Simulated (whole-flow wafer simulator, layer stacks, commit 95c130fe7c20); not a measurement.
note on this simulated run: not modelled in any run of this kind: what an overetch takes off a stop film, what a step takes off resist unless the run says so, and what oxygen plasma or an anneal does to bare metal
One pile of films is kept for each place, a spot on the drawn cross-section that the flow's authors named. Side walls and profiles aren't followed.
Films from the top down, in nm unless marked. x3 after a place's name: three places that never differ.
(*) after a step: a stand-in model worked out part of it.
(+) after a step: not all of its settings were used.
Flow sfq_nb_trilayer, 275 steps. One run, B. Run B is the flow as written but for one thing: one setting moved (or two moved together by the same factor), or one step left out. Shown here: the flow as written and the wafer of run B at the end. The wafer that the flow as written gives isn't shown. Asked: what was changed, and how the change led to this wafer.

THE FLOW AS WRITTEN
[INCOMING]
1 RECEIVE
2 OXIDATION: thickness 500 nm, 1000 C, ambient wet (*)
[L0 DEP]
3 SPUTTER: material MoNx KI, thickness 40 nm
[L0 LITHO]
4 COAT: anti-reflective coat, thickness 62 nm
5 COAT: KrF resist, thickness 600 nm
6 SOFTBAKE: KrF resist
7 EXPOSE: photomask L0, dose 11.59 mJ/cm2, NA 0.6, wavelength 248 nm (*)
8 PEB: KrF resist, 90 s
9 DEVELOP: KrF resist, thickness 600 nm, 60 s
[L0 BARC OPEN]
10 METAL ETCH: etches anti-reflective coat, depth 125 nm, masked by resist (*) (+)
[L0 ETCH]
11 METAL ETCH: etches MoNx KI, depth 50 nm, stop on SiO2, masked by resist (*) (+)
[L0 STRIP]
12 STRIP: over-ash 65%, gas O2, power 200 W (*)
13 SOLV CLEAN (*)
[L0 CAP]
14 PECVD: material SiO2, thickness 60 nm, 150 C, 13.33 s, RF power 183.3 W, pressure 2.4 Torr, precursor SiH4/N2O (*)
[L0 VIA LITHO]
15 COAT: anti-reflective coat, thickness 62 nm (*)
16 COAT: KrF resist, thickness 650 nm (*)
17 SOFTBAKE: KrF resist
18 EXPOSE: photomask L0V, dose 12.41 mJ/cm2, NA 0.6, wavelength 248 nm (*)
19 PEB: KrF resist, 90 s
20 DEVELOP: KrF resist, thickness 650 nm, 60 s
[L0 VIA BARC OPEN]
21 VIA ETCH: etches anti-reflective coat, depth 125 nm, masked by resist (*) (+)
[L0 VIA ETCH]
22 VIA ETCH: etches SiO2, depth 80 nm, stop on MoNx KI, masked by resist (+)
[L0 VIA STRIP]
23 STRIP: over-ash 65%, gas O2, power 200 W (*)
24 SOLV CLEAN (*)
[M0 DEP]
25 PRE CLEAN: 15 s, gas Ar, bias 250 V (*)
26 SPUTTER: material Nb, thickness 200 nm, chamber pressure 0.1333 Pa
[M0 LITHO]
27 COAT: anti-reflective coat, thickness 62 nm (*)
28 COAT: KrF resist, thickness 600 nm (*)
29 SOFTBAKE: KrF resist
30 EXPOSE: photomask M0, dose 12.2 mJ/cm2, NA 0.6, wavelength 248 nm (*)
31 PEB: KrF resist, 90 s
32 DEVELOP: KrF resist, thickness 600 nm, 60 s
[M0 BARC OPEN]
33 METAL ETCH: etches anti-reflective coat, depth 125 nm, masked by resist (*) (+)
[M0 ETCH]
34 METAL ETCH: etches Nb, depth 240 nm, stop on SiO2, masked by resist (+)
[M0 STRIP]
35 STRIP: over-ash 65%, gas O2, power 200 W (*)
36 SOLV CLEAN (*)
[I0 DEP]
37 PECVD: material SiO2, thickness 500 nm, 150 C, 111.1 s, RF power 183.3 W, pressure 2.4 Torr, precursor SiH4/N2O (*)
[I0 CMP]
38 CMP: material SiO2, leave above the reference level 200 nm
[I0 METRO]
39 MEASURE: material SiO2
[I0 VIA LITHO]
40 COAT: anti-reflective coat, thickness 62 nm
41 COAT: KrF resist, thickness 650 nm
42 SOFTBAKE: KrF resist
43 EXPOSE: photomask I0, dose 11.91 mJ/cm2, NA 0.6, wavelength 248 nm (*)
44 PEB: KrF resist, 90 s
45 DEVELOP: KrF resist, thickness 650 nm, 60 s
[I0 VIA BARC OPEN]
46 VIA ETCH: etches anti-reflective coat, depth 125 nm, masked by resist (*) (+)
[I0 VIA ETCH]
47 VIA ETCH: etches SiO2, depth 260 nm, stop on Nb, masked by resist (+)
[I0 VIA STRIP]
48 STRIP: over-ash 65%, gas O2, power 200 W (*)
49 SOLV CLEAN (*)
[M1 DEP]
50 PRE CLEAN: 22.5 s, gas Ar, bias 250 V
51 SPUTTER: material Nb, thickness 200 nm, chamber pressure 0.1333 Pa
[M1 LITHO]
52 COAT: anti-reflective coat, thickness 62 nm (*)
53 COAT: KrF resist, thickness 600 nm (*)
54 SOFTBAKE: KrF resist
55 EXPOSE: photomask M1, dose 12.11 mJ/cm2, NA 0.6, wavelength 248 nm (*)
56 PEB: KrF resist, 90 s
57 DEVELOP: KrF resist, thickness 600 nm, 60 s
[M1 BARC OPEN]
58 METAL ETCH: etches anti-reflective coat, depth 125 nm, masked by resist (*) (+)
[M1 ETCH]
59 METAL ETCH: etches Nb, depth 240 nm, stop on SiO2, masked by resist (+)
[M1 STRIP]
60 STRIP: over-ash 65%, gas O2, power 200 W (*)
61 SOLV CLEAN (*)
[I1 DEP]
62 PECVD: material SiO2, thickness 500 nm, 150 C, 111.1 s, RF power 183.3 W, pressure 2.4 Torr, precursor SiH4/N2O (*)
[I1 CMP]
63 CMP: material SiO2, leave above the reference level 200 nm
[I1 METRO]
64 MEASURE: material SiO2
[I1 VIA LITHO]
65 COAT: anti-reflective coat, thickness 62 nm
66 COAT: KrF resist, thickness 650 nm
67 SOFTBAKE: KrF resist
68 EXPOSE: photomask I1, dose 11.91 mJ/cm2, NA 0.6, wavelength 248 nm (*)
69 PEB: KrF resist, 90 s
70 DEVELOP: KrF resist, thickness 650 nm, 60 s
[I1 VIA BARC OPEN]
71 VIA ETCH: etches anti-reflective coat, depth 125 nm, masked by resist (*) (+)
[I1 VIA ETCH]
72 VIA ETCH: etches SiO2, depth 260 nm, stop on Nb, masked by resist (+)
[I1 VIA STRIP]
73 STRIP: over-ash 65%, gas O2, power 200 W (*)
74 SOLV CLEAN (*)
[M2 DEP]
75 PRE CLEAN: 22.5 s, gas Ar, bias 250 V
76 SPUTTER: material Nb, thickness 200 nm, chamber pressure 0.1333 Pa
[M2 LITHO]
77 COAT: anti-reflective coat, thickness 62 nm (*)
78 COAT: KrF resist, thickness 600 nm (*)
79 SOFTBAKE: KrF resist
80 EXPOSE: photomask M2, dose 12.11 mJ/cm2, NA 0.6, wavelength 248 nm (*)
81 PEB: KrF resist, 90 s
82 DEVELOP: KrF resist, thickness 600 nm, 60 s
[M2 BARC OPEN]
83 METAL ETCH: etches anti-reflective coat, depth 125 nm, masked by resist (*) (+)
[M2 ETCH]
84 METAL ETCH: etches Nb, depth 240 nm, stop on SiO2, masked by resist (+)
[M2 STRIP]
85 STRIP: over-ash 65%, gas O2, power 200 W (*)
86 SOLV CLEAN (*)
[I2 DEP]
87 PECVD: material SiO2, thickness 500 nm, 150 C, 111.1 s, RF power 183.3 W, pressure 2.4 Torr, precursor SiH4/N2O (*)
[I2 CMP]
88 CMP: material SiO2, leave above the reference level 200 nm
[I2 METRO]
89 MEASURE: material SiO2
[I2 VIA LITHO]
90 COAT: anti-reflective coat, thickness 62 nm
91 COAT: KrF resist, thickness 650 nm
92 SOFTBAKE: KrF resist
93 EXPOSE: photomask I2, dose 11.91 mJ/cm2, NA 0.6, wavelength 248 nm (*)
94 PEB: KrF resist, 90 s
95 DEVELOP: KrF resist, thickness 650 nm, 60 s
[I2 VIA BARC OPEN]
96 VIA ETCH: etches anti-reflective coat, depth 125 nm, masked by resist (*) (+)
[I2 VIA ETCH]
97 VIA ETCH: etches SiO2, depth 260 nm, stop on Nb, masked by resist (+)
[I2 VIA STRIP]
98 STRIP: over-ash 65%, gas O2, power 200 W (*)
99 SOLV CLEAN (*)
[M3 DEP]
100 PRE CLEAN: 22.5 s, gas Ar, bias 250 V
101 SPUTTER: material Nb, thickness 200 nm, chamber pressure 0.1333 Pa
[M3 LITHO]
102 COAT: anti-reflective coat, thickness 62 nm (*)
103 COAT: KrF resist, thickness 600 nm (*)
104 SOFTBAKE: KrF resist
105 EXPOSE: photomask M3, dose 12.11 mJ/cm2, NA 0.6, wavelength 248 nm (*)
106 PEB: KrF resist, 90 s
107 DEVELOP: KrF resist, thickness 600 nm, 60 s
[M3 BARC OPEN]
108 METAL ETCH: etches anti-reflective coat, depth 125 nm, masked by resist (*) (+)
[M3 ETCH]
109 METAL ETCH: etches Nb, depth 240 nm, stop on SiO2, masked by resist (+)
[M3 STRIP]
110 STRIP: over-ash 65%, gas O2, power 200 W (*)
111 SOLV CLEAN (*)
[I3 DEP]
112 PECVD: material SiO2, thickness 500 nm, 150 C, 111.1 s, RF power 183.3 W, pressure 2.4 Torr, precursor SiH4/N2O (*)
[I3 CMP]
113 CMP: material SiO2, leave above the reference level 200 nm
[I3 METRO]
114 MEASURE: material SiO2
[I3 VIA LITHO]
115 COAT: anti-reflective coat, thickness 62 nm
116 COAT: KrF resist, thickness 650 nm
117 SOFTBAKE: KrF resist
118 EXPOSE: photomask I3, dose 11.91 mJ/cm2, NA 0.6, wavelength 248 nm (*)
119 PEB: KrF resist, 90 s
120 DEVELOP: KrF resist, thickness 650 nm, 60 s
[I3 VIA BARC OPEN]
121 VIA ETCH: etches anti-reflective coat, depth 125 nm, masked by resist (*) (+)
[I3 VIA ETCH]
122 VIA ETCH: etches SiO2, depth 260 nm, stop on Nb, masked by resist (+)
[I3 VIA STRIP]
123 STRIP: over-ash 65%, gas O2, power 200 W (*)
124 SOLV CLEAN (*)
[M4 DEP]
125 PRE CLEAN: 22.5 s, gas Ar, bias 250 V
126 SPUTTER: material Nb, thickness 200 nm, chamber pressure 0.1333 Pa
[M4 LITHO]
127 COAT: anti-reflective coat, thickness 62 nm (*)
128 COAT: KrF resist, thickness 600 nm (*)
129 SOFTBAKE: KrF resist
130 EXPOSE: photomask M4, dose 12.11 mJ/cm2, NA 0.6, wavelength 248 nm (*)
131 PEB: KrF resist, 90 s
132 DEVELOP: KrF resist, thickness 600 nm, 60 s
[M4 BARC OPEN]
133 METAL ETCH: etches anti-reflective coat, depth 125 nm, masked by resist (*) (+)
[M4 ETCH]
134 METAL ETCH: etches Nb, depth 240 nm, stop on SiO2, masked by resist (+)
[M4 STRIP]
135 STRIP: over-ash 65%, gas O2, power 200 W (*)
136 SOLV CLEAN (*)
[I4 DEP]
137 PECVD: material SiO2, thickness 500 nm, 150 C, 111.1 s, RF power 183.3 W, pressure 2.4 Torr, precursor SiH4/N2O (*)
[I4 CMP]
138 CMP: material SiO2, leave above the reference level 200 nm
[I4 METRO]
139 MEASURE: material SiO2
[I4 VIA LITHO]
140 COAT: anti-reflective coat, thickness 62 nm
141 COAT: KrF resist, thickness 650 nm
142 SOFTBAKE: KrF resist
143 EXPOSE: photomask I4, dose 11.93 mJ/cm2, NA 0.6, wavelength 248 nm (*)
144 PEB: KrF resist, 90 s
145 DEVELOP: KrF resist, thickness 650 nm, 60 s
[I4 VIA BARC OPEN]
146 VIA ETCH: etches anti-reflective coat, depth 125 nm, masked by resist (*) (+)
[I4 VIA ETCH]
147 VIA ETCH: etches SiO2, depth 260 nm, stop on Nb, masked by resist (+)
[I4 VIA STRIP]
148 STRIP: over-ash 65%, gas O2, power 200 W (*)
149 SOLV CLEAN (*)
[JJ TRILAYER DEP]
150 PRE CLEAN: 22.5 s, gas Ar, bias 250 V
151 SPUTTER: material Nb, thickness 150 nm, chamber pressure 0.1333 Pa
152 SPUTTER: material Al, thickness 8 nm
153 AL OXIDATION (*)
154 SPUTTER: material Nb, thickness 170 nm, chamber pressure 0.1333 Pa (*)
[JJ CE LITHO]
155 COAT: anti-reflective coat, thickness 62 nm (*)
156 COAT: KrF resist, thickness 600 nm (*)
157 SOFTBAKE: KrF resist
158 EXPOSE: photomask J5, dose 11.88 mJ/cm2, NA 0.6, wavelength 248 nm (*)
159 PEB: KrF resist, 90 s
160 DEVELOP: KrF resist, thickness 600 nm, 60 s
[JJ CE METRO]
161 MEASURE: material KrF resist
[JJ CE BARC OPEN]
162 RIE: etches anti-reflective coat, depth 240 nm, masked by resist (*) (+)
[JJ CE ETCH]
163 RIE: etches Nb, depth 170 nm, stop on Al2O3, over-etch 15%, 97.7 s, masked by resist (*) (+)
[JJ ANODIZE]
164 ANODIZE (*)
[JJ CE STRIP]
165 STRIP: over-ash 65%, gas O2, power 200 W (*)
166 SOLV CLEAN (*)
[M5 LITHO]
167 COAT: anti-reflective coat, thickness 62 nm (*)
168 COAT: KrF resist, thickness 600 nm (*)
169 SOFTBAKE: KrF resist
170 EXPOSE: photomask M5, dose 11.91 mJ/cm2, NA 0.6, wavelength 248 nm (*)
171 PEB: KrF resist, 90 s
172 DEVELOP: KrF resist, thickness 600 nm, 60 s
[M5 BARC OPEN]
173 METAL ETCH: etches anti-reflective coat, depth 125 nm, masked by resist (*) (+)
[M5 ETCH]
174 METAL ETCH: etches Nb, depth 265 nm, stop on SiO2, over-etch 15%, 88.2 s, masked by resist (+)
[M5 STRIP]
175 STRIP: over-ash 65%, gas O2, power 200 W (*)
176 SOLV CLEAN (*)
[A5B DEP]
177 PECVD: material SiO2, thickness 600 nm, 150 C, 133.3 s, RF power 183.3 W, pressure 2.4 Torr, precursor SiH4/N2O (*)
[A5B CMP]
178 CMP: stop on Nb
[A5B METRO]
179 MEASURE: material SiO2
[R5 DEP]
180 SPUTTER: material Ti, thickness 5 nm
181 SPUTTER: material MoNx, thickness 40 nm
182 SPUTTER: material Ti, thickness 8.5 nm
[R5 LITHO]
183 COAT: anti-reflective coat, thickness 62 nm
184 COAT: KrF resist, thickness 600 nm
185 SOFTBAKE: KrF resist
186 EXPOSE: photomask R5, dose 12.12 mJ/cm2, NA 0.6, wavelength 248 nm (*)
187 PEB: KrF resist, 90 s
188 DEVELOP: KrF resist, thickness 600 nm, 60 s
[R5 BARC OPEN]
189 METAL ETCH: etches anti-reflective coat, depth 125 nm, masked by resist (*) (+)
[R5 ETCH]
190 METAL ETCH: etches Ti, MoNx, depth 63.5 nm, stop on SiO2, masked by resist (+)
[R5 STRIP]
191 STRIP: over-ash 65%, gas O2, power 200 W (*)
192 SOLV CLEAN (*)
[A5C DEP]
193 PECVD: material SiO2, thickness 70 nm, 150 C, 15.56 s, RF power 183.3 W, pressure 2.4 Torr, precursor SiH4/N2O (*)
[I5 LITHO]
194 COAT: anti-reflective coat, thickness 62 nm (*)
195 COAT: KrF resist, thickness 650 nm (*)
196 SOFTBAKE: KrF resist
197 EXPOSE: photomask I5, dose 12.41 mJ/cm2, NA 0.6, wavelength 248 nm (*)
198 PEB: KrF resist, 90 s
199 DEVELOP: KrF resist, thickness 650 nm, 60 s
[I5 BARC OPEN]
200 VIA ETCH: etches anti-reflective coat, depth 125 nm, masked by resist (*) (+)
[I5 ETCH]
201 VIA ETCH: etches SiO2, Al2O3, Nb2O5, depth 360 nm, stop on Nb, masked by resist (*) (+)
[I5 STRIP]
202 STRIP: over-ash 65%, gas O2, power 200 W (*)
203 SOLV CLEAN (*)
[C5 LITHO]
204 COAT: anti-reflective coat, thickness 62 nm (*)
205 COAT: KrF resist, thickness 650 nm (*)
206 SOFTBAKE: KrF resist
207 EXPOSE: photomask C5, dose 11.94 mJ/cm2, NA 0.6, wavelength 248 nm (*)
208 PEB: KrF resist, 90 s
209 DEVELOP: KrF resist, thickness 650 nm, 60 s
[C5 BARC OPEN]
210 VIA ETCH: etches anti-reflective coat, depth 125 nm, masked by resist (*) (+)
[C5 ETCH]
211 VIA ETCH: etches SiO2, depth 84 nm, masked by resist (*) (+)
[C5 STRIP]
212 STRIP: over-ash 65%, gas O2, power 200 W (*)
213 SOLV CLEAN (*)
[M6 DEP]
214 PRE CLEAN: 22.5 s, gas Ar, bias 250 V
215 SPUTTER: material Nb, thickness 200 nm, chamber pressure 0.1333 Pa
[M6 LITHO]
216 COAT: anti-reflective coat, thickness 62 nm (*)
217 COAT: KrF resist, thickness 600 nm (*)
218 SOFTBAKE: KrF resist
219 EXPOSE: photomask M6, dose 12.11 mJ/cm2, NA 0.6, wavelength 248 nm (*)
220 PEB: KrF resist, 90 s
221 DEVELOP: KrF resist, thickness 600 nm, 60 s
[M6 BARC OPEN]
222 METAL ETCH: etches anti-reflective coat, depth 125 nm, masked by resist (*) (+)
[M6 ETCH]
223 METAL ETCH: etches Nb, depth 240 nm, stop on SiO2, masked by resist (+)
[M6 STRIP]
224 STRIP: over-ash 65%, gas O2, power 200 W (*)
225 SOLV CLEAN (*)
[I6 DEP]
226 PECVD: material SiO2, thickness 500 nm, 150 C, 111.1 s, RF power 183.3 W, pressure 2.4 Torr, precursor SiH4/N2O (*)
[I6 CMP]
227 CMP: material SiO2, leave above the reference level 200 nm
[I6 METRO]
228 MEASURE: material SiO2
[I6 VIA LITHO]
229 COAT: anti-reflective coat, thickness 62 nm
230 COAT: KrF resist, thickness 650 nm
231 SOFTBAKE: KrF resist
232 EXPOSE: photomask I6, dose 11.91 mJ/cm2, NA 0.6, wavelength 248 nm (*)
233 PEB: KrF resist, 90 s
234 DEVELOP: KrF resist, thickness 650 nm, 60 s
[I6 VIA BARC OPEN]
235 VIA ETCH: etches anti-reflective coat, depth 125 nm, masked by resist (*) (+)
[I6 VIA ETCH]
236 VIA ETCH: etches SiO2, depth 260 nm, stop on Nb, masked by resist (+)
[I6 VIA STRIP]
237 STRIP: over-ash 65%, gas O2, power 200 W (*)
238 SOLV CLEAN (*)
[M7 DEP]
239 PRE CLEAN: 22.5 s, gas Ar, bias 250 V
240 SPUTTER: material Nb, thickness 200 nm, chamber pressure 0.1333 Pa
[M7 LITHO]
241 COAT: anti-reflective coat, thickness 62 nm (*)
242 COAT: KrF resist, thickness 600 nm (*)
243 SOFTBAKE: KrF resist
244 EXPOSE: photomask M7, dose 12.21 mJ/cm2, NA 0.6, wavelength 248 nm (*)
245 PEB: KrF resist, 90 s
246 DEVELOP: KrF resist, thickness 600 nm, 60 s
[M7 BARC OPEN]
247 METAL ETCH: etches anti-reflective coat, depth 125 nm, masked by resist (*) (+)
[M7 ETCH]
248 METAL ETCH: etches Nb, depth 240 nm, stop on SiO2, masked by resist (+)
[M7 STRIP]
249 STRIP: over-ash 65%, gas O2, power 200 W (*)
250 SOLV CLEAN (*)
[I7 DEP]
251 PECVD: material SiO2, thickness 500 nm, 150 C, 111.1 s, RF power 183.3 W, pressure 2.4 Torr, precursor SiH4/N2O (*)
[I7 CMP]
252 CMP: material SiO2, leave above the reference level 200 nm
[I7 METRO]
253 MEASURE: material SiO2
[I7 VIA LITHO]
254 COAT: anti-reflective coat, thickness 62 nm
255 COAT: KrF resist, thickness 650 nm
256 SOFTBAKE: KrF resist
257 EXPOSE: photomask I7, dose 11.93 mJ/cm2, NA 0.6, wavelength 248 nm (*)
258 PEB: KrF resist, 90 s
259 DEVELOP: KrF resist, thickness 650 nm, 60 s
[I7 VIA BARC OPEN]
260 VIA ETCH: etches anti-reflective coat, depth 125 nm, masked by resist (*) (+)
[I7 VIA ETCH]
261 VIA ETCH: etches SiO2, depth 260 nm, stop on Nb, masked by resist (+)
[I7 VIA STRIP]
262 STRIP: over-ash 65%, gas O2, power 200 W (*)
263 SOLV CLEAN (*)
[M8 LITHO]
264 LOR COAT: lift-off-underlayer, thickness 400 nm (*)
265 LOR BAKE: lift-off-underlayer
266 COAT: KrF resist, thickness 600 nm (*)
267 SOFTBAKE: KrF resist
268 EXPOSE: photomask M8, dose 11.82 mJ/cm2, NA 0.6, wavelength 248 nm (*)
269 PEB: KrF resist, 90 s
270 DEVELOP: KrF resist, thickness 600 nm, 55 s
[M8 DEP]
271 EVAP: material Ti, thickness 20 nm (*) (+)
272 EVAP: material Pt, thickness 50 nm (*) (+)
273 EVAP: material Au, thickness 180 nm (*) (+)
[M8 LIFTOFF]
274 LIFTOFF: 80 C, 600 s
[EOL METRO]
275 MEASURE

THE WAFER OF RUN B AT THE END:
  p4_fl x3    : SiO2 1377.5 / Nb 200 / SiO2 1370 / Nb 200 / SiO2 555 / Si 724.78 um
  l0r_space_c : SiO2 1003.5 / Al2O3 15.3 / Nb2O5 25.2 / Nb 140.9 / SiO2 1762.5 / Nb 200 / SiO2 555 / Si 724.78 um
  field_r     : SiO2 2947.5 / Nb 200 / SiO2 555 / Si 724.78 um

The cause: step 152, SPUTTER: thickness 9.6 nm was run, where the flow has thickness 8 nm.

How the change led to this, step by step:
  152 SPUTTER: material Al, thickness 8 nm
      field_l, v_sur, via_sp and 100 more: Al +9.6 (new film) (as written it would be: Al +8 (new film))
      via_wl, via_wr: Al +6.17 (new film) (as written it would be: Al +5.14 (new film))
      (and at 1 more place)
  164 ANODIZE (*)
      field_l, v_sur, via_sp and 96 more: Al2O3 +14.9, Nb2O5 +25.2 (new film), Al -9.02 (all of it), Nb -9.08 (as written it would be: Al2O3 +12.2, Nb2O5 +29.9 (new film), Al -7.42 (all of it), Nb -10.8)
      via_wl, via_wr: Al2O3 +9.22 (new film), Nb2O5 +36.2 (new film), Al -5.59 (all of it), Nb -13 (as written it would be: Al2O3 +7.52 (new film), Nb2O5 +39.2 (new film), Al -4.56 (all of it), Nb -14.1)
      (and at 1 more place)
  167 COAT: anti-reflective coat, thickness 62 nm (*)
      ce_r: anti-reflective coat +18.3 (new film) (as written it would be: anti-reflective coat +19.7 (new film))
  174 METAL ETCH: etches Nb, depth 265 nm, stop on SiO2, over-etch 15%, 88.2 s, masked by resist (+)
      field_l, r_sur, res and 50 more: Al2O3 -15.3 (all of it), Nb2O5 -25.2 (all of it), Nb -140.9 (all of it), SiO2 -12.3 (as written it would be: Al2O3 -12.6 (all of it), Nb2O5 -29.9 (all of it), Nb -139.2 (all of it), SiO2 -12.3)
  175 STRIP: over-ash 65%, gas O2, power 200 W (*)
      ce_r: KrF resist -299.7 (all of it), anti-reflective coat -18.3 (all of it) (as written it would be: KrF resist -299.9 (all of it), anti-reflective coat -19.7 (all of it))
  201 VIA ETCH: etches SiO2, Al2O3, Nb2O5, depth 360 nm, stop on Nb, masked by resist (*) (+)
      be: SiO2 -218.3 (all of it), Al2O3 -15.3 (all of it), Nb2O5 -25.2 (all of it) (as written it would be: SiO2 -216.4 (all of it), Al2O3 -12.7 (all of it), Nb2O5 -29.9 (all of it))
